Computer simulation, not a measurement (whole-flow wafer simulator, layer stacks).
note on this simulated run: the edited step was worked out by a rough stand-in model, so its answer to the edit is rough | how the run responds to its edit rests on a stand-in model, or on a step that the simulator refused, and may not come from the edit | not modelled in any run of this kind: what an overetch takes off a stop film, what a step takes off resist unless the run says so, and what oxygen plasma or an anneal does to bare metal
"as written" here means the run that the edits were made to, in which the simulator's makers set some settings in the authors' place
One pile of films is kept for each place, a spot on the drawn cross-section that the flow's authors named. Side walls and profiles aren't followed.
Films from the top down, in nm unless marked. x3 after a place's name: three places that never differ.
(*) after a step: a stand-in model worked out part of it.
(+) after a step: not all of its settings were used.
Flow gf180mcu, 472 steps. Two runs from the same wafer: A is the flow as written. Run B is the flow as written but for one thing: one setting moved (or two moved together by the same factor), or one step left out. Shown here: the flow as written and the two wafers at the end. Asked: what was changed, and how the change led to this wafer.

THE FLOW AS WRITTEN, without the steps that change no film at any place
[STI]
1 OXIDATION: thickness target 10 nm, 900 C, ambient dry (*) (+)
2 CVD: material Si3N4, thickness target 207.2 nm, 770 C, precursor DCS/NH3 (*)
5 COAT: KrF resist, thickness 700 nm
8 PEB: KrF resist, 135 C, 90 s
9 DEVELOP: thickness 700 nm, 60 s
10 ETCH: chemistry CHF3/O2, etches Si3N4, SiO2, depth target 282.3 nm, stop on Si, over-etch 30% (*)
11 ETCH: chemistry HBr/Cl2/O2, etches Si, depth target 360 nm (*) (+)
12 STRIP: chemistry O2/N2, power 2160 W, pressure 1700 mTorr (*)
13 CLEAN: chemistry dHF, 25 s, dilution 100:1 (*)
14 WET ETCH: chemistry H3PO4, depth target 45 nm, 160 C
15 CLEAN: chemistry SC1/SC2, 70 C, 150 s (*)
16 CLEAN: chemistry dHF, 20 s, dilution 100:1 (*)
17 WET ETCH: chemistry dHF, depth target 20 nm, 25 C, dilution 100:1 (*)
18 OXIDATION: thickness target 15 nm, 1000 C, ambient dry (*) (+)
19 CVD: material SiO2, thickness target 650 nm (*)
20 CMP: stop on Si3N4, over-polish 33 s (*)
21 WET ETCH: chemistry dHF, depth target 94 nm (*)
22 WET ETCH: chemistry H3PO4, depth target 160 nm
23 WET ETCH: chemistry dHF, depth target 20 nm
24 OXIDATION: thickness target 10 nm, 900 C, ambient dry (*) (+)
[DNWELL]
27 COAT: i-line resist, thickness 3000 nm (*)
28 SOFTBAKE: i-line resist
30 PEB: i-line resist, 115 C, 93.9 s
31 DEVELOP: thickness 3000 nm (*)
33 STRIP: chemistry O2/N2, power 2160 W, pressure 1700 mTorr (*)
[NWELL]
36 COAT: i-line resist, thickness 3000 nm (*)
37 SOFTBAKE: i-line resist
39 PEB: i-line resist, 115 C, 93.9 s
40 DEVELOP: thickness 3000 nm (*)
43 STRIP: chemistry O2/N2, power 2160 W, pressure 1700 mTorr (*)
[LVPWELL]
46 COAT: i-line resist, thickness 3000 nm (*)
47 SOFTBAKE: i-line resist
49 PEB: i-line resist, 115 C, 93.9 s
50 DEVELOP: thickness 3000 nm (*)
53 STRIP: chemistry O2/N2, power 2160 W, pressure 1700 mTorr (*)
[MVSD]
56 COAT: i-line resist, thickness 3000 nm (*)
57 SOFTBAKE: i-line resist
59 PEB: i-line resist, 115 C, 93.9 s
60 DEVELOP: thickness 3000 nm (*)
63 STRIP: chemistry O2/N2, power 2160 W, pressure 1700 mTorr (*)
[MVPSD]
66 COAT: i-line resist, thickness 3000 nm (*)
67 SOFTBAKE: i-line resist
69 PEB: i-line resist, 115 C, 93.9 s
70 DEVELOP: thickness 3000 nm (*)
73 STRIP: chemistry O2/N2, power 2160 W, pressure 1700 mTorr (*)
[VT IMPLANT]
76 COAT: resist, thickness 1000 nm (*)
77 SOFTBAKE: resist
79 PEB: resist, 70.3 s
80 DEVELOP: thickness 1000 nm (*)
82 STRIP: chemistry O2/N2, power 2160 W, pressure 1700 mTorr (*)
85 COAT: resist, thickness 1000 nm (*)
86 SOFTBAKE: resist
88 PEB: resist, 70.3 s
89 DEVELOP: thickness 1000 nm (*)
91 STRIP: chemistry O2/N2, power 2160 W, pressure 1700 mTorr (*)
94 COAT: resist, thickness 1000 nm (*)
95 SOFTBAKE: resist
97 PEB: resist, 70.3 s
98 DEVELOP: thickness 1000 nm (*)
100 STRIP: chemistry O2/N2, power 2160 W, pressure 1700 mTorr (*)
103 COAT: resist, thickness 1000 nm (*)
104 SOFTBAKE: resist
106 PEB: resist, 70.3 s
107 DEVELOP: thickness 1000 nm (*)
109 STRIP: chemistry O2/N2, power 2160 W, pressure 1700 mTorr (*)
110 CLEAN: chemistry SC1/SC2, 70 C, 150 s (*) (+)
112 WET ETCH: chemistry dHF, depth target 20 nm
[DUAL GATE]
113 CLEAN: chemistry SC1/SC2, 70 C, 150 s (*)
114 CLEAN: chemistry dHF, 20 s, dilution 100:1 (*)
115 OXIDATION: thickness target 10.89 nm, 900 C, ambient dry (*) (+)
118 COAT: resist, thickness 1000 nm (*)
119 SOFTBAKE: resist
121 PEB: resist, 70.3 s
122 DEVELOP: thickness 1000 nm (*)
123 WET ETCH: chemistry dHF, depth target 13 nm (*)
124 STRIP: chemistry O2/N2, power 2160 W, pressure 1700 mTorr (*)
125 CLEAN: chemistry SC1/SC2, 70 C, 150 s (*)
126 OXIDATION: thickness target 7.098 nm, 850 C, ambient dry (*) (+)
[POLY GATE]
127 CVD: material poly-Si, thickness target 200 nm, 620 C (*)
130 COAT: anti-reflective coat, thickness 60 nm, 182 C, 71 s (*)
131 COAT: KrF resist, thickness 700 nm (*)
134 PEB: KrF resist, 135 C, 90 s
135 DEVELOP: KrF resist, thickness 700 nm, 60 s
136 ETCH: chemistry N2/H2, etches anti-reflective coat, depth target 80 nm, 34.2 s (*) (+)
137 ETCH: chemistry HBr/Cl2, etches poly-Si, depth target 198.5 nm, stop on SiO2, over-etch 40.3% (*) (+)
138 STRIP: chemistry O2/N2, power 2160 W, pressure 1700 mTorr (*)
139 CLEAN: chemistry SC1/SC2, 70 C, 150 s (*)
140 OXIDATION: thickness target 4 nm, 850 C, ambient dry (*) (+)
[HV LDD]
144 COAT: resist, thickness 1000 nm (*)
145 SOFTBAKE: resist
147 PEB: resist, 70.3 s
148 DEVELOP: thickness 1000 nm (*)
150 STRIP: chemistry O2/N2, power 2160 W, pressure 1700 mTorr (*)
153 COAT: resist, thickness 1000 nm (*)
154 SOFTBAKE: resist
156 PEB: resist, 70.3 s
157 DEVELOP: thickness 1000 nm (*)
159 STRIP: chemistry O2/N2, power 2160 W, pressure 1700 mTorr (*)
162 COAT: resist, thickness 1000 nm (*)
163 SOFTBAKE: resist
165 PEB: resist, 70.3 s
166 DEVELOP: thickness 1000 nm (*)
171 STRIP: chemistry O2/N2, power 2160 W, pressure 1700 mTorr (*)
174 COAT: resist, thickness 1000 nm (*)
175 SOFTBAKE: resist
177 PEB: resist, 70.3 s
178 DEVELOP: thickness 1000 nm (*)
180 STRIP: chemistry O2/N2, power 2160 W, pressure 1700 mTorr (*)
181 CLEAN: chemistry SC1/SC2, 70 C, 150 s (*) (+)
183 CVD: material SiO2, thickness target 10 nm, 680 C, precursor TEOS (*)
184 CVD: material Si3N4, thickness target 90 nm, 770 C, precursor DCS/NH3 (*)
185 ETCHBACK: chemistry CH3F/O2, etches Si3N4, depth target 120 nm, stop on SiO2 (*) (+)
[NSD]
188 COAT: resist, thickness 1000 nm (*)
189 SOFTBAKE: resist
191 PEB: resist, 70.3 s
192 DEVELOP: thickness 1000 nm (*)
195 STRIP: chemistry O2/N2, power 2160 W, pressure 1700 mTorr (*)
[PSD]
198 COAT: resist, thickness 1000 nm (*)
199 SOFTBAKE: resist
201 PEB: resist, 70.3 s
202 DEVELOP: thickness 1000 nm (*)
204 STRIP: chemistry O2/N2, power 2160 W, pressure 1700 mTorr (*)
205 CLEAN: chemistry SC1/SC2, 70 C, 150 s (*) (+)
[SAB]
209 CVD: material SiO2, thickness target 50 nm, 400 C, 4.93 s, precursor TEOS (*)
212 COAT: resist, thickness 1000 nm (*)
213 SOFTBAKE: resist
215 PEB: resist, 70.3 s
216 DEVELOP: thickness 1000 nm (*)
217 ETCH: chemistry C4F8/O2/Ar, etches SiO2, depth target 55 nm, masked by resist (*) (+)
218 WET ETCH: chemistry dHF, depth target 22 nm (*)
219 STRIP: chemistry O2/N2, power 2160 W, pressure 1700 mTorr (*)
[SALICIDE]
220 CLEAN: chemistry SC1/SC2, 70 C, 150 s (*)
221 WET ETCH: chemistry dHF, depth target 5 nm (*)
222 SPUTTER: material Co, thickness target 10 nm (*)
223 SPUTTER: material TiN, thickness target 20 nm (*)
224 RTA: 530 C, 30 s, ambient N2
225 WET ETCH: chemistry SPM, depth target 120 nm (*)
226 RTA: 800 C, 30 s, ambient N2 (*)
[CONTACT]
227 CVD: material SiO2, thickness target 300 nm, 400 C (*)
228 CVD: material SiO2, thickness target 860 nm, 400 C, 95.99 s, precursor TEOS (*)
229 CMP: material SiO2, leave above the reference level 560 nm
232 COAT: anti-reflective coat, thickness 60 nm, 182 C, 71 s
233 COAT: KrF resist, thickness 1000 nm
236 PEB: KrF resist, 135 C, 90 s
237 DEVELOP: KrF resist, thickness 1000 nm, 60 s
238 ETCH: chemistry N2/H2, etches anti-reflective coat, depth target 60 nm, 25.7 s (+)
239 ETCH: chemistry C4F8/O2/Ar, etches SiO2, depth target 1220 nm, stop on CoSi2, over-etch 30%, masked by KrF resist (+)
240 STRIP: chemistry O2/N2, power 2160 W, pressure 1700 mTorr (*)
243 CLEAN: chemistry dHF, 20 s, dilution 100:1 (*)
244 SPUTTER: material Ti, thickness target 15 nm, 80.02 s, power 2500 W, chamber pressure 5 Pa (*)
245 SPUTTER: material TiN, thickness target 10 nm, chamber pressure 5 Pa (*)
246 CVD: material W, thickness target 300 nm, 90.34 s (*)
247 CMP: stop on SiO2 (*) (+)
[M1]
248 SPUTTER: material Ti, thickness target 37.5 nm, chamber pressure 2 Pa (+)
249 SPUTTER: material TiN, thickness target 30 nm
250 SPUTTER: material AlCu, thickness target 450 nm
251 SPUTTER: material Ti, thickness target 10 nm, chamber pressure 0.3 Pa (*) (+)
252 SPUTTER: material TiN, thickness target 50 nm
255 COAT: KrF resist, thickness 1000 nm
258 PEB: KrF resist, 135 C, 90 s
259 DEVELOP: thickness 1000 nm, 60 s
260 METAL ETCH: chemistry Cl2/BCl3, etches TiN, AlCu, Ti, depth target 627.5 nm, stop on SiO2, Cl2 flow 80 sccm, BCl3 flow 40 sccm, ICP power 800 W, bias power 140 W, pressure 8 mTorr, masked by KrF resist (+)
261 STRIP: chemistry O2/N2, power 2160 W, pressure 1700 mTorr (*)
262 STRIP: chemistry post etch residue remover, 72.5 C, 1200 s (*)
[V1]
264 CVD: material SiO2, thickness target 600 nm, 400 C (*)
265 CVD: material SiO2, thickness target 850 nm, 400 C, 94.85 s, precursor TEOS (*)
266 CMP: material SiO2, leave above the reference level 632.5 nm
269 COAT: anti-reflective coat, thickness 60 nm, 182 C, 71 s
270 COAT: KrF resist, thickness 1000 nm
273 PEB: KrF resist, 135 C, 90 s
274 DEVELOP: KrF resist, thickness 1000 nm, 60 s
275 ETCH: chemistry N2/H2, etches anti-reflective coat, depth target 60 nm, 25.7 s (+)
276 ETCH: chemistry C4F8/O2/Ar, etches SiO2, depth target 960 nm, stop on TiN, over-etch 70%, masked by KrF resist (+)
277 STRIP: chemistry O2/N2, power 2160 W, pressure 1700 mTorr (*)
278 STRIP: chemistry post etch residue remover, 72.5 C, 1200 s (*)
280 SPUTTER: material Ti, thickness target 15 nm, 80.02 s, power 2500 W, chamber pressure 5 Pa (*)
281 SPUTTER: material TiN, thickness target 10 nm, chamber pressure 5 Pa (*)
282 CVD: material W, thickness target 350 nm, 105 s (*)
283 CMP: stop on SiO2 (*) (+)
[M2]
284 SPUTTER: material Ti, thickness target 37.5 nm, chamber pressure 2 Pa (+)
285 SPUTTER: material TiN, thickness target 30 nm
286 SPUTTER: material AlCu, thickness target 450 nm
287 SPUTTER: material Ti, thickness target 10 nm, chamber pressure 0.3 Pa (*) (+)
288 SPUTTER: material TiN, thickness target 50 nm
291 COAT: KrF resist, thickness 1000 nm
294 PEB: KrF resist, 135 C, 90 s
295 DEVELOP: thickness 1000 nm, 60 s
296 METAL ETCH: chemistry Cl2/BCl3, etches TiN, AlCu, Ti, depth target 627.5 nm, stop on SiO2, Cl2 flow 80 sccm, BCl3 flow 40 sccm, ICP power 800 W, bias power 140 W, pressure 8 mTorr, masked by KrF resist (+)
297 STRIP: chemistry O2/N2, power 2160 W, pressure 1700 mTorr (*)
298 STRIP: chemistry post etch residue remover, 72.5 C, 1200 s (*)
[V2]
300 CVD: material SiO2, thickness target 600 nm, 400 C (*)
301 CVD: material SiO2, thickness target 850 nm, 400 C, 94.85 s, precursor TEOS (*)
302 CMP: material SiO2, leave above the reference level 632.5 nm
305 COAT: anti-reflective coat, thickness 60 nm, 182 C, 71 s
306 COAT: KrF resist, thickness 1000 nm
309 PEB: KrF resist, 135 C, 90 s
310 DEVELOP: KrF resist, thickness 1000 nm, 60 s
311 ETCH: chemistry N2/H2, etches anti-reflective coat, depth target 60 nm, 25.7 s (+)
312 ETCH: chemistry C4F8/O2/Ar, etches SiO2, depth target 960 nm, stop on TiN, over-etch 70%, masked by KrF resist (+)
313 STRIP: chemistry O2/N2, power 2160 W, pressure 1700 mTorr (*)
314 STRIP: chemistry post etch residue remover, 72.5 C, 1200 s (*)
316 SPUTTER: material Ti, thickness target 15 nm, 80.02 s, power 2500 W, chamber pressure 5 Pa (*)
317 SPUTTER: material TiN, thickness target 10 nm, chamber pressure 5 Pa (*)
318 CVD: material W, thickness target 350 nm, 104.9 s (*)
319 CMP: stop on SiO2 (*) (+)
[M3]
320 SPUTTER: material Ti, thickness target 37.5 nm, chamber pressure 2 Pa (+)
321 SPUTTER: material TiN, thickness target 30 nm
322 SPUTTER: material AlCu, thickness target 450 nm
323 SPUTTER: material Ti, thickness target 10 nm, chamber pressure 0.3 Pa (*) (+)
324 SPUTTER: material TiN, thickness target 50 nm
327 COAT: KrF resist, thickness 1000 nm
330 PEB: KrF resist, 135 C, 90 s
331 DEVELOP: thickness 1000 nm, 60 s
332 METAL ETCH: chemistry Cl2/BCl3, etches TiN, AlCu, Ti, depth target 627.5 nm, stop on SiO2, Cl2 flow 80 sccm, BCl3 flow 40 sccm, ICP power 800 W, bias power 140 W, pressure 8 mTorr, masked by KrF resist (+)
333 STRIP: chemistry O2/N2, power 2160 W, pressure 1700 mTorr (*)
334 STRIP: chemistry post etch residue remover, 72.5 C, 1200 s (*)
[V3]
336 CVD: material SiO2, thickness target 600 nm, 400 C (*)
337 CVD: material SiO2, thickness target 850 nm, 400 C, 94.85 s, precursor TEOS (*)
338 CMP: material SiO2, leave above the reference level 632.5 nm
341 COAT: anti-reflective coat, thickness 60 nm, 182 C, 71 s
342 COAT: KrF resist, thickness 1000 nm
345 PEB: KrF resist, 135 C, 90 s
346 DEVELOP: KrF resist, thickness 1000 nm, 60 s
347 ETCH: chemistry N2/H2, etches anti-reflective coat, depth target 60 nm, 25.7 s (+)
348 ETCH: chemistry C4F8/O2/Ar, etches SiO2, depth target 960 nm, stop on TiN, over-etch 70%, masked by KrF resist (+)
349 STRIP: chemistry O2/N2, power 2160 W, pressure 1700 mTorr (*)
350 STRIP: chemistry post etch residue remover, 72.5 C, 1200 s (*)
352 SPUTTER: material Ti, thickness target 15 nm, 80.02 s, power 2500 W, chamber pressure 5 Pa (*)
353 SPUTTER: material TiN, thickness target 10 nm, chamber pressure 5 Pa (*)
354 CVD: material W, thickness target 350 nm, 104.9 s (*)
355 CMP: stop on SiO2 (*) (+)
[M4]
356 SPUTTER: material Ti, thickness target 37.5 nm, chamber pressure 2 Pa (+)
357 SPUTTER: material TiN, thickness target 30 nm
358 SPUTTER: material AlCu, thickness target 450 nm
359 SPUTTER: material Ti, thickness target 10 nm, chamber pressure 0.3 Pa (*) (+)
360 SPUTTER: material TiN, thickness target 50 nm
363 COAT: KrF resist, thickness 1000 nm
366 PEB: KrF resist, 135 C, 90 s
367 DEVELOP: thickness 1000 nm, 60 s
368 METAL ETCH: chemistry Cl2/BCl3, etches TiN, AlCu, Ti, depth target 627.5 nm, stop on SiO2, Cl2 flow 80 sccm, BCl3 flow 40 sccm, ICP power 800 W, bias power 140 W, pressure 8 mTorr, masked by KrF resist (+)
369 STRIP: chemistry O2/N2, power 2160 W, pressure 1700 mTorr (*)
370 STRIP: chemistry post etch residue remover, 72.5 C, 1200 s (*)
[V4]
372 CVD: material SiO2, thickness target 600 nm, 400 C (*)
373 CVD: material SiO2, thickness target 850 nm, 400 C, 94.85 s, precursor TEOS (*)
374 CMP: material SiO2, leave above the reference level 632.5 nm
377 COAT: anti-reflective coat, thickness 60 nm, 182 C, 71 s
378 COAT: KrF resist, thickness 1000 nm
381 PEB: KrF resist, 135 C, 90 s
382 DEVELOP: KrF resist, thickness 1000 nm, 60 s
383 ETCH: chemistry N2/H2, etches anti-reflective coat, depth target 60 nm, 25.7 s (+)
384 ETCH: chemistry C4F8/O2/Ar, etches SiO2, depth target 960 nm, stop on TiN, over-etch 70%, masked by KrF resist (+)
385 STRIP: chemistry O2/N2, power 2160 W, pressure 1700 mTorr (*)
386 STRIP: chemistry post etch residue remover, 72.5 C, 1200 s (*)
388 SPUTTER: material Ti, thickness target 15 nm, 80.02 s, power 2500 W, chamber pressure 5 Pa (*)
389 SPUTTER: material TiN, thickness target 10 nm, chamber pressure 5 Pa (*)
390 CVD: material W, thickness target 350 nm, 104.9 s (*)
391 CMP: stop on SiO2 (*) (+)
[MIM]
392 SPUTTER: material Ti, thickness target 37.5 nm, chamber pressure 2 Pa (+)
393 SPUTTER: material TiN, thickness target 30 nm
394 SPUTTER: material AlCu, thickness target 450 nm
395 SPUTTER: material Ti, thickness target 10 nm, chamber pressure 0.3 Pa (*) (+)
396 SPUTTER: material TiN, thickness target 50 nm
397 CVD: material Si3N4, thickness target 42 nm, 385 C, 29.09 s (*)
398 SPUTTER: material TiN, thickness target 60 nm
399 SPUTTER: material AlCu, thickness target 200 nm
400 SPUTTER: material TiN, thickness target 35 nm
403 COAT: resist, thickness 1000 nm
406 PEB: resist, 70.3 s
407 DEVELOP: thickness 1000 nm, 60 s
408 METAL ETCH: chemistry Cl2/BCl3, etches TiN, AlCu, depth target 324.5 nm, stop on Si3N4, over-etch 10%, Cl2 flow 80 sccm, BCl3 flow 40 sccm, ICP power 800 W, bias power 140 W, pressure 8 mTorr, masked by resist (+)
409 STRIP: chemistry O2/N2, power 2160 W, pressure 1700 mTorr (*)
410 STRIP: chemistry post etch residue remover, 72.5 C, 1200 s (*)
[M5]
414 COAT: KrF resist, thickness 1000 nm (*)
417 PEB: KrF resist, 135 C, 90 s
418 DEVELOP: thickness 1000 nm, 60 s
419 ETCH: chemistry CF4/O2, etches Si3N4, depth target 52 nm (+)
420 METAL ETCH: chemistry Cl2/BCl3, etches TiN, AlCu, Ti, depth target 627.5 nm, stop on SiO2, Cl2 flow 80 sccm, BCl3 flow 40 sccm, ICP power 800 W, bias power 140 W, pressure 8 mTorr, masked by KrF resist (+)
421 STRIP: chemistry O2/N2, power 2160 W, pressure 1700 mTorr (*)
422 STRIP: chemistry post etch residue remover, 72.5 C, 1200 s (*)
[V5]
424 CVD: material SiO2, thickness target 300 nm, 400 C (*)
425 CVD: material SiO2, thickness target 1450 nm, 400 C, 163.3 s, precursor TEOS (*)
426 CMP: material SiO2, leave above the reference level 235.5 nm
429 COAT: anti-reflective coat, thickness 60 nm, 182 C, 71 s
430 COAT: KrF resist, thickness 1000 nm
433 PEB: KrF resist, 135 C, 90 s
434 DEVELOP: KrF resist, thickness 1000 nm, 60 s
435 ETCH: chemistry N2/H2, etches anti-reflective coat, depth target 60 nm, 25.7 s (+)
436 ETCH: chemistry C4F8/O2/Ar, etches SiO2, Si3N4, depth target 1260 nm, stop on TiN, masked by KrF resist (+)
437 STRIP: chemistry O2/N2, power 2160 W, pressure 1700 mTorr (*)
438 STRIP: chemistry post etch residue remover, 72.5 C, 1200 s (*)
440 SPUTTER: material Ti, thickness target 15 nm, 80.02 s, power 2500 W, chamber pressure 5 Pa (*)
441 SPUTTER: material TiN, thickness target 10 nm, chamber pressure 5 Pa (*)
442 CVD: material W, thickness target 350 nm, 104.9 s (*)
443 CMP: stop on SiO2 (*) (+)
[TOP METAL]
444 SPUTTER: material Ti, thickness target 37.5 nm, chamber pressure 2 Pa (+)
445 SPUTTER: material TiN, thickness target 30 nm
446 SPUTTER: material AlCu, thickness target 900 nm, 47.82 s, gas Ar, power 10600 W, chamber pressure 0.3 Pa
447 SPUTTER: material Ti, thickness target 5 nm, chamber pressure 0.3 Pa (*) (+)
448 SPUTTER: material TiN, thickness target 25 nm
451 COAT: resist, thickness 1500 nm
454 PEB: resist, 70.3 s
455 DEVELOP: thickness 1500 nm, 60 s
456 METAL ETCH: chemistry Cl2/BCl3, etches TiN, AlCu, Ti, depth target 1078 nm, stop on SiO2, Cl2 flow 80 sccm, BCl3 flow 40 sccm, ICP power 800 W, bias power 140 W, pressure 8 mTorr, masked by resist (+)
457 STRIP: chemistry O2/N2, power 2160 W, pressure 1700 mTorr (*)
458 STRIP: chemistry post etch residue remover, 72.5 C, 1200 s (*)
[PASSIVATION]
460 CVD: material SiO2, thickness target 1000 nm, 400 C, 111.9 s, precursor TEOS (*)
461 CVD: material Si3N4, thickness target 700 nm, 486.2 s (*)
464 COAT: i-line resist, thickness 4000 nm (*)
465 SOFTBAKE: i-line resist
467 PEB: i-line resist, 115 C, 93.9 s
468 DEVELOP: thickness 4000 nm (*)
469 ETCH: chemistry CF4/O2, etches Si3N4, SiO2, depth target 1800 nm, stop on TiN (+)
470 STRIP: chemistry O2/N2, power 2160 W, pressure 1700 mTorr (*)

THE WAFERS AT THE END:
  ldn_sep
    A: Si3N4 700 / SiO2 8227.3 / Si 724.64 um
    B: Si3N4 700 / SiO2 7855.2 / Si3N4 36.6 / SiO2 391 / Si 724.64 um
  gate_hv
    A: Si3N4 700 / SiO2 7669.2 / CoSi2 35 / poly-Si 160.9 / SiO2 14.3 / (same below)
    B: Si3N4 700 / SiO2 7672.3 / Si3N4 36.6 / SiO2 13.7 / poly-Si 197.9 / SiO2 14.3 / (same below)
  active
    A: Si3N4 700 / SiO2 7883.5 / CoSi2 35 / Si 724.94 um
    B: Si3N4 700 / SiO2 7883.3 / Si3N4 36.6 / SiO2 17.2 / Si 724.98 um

The cause: step 185, ETCHBACK: depth target 49.2 nm was run, where the flow has depth target 120 nm.

How the change led to this, step by step:
  185 ETCHBACK: chemistry CH3F/O2, etches Si3N4, depth target 120 nm, stop on SiO2 (*) (+)
      field, field__w1, field__w2 and 100 more: A Si3N4 -90 (all of it), SiO2 -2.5 | B Si3N4 -49.2
  188 COAT: resist, thickness 1000 nm (*)
      spacer: A resist +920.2 (new film) | B resist +963.6 (new film)
  189 SOFTBAKE: resist
      field__w9: A resist +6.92 | B resist -3.14
      nw_enc_fld_lv: A resist +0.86 | B resist +5.57
  191 PEB: resist, 70.3 s
      spacer: A resist -14.3 | B resist -15.3
  192 DEVELOP: thickness 1000 nm (*)
      spacer: A resist -905.9 (all of it) | B resist -948.3 (all of it)
  198 COAT: resist, thickness 1000 nm (*)
      spacer: A resist +920.2 (new film) | B resist +963.6 (new film)
  199 SOFTBAKE: resist
      field__w9: A resist +6.92 | B resist -3.14
      nw_enc_fld_lv: A resist +0.86 | B resist +5.57
  201 PEB: resist, 70.3 s
      spacer: A resist -14.3 | B resist -15.3
  204 STRIP: chemistry O2/N2, power 2160 W, pressure 1700 mTorr (*)
      spacer: A resist -905.9 (all of it) | B resist -948.3 (all of it)
  205 CLEAN: chemistry SC1/SC2, 70 C, 150 s (*) (+)
      field, field__w1, field__w2 and 105 more: A SiO2 -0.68 | B Si3N4 -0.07
  209 CVD: material SiO2, thickness target 50 nm, 400 C, 4.93 s, precursor TEOS (*)
      field, field__w7, field__w8 and 73 more: A SiO2 +50 | B SiO2 +50 (new film)
      field_sub__w1, field_sub__w3, field_sub__w4, field_sub__w5, ld_drift_n: A SiO2 +48.9 | B SiO2 +48.8 (new film)
      (and at 27 more places)
  212 COAT: resist, thickness 1000 nm (*)
      spacer: A resist +919.4 (new film) | B resist +963.2 (new film)
  215 PEB: resist, 70.3 s
      spacer: A resist -14.3 | B resist -15.3
  216 DEVELOP: thickness 1000 nm (*)
      spacer: A resist -905.1 (all of it) | B resist -947.9 (all of it)
  217 ETCH: chemistry C4F8/O2/Ar, etches SiO2, depth target 55 nm, masked by resist (*) (+)
      field, field__w7, field__w8 and 70 more: A SiO2 -55 | B SiO2 -50 (all of it), Si3N4 -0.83
      field_sub__w1, field_sub__w3, field_sub__w4, field_sub__w5, ld_drift_n: A SiO2 -55 | B SiO2 -48.8 (all of it), Si3N4 -1.03
      (and at 21 more places)
  218 WET ETCH: chemistry dHF, depth target 22 nm (*)
      gate, gate_hv, gate_p and 23 more: A SiO2 -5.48 (all of it) | B Si3N4 -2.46
      field, field__w10, sti and 14 more: A SiO2 -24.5 | B Si3N4 -2.46
      (and at 56 more places)
  ... 12 more steps ...
  471 ANNEAL: 400 C, 1800 s, ambient N2/H2
      polyc_n, polyc_p: A nothing | B under 9 films: void +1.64 (new film), Ti -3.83, TiSi first +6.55 (new film), poly-Si -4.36
      contact: A nothing | B under 49 films: void +1.62 (new film), Ti -3.83, TiSi first +6.55 (new film), Si -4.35
Counting metal films that touch as one body, gate_hv has 0 bodies; the flow as written gives 1 body.
Counting metal films that touch as one body, active has 0 bodies; the flow as written gives 1 body.
